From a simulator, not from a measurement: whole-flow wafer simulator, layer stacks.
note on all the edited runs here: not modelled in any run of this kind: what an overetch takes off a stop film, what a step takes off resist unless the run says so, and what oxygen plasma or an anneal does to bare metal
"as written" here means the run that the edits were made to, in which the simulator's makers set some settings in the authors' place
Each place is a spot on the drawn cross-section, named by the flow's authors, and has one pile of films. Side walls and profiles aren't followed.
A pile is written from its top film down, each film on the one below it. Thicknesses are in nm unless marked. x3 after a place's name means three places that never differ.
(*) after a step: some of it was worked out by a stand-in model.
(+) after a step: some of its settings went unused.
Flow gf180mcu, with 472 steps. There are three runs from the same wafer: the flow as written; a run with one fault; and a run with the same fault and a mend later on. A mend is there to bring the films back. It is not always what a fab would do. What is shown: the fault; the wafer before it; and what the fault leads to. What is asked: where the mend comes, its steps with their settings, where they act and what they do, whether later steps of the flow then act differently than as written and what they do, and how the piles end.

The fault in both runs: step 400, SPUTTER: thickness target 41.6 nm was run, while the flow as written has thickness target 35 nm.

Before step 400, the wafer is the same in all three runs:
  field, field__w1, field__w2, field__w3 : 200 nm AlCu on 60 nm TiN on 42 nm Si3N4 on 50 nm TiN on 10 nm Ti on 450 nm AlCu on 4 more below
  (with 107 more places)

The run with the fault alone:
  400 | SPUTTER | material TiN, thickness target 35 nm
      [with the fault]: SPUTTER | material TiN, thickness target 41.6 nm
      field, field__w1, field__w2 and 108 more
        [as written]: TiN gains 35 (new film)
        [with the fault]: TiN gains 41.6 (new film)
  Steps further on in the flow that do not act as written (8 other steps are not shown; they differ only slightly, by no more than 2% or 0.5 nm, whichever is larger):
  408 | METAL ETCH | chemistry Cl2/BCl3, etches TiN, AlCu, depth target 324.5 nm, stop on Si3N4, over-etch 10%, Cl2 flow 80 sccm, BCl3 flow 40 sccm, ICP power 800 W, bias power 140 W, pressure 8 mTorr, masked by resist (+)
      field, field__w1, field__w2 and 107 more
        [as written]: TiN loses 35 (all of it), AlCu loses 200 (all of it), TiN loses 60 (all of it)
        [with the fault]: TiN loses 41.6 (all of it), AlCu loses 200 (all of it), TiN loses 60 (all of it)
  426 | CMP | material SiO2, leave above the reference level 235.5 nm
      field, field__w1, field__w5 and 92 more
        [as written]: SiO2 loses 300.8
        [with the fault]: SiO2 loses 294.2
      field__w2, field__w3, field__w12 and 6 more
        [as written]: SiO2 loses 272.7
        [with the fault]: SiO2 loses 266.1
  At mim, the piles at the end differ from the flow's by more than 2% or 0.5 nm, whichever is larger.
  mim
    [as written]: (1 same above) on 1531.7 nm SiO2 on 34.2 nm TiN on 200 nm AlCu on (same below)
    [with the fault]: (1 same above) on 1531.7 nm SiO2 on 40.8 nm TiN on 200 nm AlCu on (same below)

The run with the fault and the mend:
  The mend follows step 407.
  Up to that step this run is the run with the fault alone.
  407a | STRIP | chemistry O2/N2, power 2160 W, pressure 1700 mTorr (*)
      mim
        resist loses 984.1 (all of it)
  407b | METAL ETCH | chemistry Cl2/BCl3, etches TiN, AlCu, Ti, depth target 6.6 nm, Cl2 flow 80 sccm, BCl3 flow 40 sccm, ICP power 800 W, bias power 140 W, pressure 8 mTorr (the flow's step 260, run once more with other settings)
      field, field__w1, field__w2 and 108 more
        TiN loses 6.6
  407c | HMDS | 120 C, 60 s (the flow's step 402, run once more)
      does not change any film at any place that is followed
  407d | COAT | resist, thickness 1000 nm (the flow's step 403, run once more)
      field, field__w1, field__w2 and 108 more
        resist gains 1000 (new film)
  407e | SOFTBAKE | resist (the flow's step 404, run once more)
      does not change any film at any place that is followed
  407f | EXPOSE | photomask FuseTop (the flow's step 405, run once more)
      does not change any film at any place that is followed
  407g | PEB | resist, 70.3 s (the flow's step 406, run once more)
      field, field__w1, field__w2 and 108 more
        resist loses 15.9
  407h | DEVELOP | thickness 1000 nm, 60 s (the flow's step 407, run once more)
      field, field__w1, field__w2 and 107 more
        resist loses 984.1 (all of it)
  None of the later steps of the flow acts differently than as written at any place that is followed.
  At every place that both follow, the piles at the end match the flow's.
